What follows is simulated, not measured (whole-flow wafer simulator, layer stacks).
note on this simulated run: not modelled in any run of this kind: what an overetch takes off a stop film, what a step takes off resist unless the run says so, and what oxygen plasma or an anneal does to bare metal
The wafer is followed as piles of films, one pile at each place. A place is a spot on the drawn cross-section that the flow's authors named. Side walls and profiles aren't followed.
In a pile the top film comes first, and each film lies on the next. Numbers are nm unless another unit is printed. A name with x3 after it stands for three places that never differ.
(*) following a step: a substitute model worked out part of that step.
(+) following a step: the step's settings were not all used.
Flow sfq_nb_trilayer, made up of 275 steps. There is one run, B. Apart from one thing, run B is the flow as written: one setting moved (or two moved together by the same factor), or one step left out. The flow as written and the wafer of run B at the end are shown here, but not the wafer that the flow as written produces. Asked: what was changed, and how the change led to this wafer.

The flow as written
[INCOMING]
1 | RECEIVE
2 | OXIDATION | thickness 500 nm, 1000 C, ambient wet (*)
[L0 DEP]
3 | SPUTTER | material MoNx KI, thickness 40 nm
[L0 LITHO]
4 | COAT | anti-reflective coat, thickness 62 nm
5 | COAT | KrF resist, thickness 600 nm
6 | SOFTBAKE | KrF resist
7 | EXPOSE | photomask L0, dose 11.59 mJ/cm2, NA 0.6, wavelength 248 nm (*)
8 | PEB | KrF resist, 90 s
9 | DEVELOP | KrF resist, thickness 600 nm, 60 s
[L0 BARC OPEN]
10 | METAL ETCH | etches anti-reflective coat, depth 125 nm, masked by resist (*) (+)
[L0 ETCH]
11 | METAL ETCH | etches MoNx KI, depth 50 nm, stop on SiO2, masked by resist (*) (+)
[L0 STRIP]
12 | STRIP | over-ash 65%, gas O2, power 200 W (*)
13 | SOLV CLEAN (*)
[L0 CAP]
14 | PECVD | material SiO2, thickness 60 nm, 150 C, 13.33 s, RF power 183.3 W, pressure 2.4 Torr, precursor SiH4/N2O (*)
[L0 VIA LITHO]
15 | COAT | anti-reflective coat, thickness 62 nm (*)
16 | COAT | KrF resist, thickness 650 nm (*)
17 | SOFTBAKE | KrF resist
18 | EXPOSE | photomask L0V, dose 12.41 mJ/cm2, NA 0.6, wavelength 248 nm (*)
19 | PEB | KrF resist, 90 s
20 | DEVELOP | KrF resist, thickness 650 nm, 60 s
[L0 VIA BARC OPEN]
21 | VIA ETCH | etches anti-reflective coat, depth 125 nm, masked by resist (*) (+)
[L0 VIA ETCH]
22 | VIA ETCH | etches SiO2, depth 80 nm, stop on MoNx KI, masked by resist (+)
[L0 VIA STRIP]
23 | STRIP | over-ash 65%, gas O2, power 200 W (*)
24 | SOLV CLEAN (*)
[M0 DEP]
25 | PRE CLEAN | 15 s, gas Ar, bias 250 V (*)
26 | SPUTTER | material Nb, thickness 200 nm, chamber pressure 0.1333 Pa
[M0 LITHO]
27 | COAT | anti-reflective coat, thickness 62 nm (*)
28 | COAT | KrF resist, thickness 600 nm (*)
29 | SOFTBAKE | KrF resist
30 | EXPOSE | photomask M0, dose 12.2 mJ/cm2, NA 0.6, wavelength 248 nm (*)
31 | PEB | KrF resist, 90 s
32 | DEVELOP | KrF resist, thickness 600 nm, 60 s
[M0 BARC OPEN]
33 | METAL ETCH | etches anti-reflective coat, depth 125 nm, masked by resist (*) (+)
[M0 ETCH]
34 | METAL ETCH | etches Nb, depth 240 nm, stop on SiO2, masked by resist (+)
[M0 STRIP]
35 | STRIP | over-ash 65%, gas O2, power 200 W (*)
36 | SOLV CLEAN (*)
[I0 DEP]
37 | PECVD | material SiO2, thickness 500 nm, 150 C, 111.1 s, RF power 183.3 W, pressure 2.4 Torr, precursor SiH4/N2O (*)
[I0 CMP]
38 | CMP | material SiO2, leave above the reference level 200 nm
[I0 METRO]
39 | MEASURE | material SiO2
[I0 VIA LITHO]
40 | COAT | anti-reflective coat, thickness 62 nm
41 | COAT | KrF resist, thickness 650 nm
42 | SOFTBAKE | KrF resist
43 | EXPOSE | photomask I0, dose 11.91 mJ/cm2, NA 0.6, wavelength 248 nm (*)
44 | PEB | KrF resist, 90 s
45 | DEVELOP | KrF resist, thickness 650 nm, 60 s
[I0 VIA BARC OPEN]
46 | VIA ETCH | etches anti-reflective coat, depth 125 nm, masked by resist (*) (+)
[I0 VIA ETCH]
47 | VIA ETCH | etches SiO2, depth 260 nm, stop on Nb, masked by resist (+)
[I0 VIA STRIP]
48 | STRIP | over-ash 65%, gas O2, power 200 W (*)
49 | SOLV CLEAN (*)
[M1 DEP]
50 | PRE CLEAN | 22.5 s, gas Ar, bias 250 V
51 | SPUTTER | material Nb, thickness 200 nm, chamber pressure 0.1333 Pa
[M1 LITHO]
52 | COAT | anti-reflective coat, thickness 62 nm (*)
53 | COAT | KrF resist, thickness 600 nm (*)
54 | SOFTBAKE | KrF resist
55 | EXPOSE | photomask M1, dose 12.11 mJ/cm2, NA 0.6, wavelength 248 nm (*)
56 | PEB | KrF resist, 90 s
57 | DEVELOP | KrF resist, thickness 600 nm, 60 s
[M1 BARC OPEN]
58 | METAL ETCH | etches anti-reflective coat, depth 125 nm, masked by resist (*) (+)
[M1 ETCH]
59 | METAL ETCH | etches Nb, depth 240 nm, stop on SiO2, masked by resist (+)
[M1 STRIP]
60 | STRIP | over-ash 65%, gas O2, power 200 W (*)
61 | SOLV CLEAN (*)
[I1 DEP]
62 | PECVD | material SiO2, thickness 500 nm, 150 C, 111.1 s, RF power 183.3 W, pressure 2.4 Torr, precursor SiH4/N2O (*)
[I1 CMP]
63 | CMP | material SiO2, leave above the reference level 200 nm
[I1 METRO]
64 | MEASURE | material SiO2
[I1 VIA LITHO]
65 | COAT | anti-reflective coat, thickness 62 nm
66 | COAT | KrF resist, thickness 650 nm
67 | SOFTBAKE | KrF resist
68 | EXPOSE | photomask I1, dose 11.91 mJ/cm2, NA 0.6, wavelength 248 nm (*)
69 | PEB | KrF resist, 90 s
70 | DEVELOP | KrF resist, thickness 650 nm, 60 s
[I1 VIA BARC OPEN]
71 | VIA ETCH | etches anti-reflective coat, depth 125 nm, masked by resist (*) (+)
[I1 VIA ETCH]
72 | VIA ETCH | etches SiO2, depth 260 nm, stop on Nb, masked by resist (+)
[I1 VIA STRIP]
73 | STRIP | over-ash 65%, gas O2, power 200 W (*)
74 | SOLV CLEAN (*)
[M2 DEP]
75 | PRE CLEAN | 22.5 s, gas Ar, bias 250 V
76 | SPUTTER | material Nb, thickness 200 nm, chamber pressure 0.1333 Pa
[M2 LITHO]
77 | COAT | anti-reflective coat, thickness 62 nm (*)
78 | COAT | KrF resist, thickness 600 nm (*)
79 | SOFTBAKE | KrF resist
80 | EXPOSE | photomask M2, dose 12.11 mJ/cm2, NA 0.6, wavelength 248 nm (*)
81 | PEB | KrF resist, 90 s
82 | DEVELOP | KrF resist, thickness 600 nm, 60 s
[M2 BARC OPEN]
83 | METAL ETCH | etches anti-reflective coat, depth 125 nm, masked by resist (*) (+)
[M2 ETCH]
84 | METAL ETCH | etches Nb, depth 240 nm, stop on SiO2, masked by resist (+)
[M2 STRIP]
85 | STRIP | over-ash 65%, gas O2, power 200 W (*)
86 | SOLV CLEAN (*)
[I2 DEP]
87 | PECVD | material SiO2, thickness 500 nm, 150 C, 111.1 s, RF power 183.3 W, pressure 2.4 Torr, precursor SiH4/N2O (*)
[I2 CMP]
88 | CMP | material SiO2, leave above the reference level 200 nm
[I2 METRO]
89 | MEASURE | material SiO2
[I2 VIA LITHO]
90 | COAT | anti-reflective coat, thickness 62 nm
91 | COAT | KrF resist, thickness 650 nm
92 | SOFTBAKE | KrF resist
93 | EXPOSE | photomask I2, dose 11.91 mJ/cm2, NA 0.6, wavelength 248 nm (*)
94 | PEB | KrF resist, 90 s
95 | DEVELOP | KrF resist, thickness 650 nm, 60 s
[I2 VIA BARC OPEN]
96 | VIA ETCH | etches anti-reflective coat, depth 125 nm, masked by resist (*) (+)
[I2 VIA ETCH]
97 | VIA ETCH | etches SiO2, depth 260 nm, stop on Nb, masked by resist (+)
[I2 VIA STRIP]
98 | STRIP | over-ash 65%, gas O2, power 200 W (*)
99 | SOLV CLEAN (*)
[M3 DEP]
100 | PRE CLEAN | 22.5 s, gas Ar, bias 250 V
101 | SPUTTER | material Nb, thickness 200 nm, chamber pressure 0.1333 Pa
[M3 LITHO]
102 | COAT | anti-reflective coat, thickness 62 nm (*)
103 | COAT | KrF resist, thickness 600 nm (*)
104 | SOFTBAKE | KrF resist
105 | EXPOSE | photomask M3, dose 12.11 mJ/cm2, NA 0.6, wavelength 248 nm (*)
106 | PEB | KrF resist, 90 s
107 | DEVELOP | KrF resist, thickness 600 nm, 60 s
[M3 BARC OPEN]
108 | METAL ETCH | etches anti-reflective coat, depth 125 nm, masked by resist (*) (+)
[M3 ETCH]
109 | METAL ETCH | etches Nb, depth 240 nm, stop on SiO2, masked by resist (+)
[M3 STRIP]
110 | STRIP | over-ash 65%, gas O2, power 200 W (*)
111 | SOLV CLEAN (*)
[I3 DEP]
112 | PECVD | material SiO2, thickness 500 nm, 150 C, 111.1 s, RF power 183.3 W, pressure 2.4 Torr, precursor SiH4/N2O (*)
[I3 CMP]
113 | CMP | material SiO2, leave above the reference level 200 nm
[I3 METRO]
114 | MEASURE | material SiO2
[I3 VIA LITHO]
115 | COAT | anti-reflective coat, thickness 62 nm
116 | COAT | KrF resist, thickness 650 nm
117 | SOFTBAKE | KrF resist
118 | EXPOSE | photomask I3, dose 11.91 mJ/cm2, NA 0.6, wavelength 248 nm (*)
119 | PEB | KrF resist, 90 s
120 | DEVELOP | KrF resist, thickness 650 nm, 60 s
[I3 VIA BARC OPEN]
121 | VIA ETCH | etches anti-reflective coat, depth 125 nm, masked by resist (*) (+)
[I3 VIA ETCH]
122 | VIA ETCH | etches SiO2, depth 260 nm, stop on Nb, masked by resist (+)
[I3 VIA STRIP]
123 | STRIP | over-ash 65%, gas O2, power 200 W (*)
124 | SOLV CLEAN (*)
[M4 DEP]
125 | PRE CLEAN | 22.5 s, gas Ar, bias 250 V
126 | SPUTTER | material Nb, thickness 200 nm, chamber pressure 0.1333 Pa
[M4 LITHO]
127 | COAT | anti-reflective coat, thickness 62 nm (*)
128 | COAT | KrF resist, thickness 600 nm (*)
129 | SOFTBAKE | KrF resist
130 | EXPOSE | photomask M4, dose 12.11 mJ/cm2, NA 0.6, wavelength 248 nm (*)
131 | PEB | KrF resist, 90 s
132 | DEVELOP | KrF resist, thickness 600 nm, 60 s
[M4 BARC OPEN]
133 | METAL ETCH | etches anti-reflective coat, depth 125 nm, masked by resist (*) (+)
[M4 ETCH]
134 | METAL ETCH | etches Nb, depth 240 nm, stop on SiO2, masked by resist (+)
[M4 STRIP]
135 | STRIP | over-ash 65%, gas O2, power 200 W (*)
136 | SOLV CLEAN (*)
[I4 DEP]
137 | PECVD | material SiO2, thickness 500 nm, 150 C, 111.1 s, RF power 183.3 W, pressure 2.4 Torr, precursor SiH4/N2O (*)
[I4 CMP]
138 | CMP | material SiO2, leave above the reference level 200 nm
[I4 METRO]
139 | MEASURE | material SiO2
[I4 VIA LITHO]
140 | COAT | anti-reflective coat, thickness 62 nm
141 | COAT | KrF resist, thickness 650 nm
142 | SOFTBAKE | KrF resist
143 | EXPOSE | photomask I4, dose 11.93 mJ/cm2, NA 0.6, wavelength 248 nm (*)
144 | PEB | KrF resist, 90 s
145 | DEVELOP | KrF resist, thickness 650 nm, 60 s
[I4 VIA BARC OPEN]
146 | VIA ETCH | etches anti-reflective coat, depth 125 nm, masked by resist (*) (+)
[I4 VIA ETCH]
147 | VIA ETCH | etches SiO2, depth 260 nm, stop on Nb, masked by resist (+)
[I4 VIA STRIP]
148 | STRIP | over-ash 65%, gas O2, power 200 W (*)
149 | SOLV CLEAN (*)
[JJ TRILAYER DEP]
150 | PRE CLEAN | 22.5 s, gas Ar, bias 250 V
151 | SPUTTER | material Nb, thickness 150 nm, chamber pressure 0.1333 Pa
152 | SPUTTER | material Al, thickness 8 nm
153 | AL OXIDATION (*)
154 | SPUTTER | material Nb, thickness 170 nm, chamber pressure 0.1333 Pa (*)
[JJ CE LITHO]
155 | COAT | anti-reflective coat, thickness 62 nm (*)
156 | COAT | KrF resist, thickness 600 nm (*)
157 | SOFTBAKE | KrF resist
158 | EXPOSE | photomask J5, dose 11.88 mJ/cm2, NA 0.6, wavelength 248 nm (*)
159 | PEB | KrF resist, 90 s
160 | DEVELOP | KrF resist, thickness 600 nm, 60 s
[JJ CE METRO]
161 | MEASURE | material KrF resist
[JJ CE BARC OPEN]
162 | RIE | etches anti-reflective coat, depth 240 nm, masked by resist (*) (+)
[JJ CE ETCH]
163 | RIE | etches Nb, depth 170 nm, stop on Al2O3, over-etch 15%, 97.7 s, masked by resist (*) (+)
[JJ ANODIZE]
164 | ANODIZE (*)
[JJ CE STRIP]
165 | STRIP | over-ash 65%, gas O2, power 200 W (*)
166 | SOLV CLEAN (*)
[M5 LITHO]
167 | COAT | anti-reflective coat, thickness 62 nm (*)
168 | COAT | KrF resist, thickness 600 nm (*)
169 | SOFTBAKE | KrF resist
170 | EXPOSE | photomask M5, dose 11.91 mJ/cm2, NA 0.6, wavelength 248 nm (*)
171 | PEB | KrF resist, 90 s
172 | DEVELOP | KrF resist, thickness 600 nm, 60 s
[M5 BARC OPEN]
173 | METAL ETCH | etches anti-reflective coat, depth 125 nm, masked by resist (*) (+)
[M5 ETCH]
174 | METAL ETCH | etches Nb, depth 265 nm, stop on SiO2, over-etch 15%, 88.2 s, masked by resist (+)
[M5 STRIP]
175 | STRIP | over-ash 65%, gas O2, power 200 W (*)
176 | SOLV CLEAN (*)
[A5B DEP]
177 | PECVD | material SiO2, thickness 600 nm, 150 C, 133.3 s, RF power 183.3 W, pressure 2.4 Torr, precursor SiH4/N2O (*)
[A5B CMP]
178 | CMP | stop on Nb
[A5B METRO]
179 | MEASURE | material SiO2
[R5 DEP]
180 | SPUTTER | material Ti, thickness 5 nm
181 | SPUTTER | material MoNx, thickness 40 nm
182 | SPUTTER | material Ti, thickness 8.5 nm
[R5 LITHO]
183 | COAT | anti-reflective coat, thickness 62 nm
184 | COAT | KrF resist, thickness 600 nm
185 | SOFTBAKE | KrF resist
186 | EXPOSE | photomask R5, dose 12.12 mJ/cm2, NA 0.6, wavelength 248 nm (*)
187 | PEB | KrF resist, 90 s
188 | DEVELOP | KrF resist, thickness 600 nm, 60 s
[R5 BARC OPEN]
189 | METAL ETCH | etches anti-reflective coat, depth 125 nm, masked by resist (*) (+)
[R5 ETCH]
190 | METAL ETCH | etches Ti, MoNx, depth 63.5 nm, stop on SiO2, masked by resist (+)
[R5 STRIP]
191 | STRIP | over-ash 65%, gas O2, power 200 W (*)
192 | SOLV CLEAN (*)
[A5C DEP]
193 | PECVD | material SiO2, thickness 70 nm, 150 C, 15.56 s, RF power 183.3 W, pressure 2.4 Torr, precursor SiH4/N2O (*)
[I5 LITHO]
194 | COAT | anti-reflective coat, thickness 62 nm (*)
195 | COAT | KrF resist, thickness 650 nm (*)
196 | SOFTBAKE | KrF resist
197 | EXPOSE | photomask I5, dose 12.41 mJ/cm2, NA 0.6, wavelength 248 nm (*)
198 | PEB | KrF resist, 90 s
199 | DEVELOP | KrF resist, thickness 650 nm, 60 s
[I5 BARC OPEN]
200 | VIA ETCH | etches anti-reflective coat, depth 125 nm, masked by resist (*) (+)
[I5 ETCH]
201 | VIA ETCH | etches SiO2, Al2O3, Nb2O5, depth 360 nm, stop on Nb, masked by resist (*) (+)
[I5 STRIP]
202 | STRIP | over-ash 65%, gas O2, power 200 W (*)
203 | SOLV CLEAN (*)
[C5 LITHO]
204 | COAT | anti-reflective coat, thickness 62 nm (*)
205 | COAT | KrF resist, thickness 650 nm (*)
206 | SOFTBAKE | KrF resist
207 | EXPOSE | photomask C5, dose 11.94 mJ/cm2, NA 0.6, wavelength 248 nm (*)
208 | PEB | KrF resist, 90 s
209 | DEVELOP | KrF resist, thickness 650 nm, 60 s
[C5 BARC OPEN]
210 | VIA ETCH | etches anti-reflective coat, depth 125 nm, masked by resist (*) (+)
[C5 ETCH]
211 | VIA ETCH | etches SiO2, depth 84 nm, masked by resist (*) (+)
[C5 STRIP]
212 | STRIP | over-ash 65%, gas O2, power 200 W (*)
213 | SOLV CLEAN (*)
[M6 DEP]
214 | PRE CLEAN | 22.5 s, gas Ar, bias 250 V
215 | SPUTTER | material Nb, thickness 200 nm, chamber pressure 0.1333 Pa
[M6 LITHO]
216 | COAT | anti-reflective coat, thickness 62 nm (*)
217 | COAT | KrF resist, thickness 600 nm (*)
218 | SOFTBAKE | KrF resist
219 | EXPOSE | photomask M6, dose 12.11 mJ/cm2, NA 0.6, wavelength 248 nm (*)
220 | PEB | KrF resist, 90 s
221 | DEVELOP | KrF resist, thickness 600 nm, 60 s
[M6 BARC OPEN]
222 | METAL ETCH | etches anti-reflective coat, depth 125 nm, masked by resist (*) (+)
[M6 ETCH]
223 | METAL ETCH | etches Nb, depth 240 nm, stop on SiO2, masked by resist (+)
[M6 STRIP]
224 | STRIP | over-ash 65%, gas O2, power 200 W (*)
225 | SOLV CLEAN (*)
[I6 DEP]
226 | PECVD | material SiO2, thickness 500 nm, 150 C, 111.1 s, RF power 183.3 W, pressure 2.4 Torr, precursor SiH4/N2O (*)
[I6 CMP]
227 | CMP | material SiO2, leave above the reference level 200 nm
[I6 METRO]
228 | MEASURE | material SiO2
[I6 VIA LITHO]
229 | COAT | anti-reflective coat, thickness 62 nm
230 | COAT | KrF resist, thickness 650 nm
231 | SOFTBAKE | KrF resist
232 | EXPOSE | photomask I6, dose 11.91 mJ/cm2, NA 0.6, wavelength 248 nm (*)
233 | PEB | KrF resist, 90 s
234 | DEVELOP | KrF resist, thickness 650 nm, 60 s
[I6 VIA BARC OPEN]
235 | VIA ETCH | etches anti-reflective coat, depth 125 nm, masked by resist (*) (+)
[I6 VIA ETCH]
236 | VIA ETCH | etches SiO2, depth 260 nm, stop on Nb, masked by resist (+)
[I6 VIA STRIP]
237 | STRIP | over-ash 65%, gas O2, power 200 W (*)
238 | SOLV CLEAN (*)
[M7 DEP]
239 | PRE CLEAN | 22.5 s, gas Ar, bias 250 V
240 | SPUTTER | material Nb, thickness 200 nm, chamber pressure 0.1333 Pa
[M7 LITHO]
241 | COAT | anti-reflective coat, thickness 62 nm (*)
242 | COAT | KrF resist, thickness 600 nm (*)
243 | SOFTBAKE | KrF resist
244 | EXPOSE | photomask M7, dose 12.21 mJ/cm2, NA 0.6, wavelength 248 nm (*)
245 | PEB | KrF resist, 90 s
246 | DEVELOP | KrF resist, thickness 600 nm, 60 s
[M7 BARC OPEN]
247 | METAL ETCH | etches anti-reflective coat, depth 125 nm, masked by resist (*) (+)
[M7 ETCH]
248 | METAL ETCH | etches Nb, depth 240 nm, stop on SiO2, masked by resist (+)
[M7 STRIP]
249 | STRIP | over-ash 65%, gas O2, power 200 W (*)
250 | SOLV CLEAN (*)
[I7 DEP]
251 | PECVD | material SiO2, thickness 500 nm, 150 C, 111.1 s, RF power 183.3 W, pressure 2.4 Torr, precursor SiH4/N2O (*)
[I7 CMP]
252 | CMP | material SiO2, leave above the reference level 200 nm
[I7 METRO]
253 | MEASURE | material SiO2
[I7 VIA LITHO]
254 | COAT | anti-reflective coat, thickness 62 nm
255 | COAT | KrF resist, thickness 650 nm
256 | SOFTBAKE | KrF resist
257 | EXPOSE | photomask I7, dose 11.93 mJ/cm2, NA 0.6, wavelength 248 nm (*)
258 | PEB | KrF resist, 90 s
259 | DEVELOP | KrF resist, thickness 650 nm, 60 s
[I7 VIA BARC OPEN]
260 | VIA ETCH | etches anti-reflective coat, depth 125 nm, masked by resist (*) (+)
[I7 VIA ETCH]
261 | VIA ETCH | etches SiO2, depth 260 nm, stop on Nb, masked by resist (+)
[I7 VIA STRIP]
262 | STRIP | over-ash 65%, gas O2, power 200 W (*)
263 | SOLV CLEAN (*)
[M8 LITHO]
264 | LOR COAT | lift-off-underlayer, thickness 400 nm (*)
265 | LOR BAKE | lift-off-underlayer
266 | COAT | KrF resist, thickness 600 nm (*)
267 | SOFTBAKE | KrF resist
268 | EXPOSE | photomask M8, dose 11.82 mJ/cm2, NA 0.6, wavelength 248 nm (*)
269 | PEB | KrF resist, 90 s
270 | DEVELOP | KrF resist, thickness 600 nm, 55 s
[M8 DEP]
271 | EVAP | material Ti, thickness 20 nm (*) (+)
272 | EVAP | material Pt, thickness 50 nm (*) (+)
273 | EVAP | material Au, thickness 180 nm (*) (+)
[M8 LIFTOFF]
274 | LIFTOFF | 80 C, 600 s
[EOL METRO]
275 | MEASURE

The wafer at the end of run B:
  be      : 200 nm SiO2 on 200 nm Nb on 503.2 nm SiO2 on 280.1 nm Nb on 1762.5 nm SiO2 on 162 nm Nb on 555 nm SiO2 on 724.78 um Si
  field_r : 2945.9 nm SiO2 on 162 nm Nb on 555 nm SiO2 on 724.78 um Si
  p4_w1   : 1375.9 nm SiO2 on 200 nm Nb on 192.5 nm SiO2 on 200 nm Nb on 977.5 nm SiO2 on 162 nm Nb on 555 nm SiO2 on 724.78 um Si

Cause: step 26, SPUTTER: thickness 162 nm was run, whereas the flow has thickness 200 nm.
The wafer itself shows it: be has Nb 162, and step 26 as written asks for 200 nm.

The path from the change to this, step by step:
  26 | SPUTTER | material Nb, thickness 200 nm, chamber pressure 0.1333 Pa
      field_l, v_sur, via_wl and 102 more: +162 Nb (new film) (as written it would have been: +200 Nb (new film))
      l0v: +157.8 Nb (new film) (as written it would have been: +195.7 Nb (new film))
  34 | METAL ETCH | etches Nb, depth 240 nm, stop on SiO2, masked by resist (+)
      moat, m0r_space_l, m0r_space_r: -162 Nb (all of it) (as written it would have been: -200 Nb (all of it))
  37 | PECVD | material SiO2, thickness 500 nm, 150 C, 111.1 s, RF power 183.3 W, pressure 2.4 Torr, precursor SiH4/N2O (*)
      moat, m0r_space_l, m0r_space_r: +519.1 SiO2 (as written it would have been: +557.1 SiO2)
